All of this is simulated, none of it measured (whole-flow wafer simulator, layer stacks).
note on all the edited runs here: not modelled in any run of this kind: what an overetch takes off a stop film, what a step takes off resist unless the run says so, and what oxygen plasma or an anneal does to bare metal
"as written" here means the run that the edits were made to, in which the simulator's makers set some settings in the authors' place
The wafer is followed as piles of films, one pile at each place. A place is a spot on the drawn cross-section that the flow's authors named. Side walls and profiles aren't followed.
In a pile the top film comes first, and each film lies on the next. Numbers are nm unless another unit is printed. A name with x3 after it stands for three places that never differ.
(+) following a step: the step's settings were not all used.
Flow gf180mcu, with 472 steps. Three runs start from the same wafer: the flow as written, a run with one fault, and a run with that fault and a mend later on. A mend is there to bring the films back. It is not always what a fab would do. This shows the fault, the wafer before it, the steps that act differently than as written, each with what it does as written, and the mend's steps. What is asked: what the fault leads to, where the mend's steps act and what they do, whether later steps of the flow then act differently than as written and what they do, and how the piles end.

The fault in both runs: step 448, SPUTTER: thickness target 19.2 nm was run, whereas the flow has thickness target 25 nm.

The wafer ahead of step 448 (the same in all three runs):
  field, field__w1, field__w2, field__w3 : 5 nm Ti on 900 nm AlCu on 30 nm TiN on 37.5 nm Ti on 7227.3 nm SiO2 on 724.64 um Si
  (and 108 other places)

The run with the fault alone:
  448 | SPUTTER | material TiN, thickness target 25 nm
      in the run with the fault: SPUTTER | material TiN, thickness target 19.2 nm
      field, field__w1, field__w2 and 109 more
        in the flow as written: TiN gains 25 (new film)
        in the run with the fault: TiN gains 19.2 (new film)
  Steps later in the flow that act otherwise than as written (not shown: 5 more steps that differ only slightly, by at most 2% or 0.5 nm, whichever is larger):
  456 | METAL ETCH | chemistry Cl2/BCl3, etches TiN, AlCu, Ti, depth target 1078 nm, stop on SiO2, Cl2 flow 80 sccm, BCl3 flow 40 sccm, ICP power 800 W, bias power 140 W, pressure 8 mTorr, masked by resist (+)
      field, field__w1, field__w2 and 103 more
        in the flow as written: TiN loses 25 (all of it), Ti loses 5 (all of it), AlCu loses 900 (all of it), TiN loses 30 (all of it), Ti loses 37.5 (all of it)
        in the run with the fault: TiN loses 19.2 (all of it), Ti loses 5 (all of it), AlCu loses 900 (all of it), TiN loses 30 (all of it), Ti loses 37.5 (all of it)
  At field__w8, contact, m1, m1__w1, pad, m1_nw, the piles at the end differ from the flow's by more than 2% or 0.5 nm, whichever is larger.
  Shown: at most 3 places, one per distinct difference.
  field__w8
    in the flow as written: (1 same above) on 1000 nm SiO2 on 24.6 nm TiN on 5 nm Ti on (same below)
    in the run with the fault: (1 same above) on 1000 nm SiO2 on 18.8 nm TiN on 5 nm Ti on (same below)
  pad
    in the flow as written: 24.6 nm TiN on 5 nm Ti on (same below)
    in the run with the fault: 18.8 nm TiN on 5 nm Ti on (same below)

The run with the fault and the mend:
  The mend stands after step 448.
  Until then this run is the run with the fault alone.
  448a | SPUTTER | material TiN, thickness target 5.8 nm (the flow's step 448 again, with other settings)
      field, field__w1, field__w2 and 109 more
        TiN gains 5.8
  Every later step of the flow that is run acts as written at every place that is followed.
  By the end, the piles equal the flow's at every place that both follow.
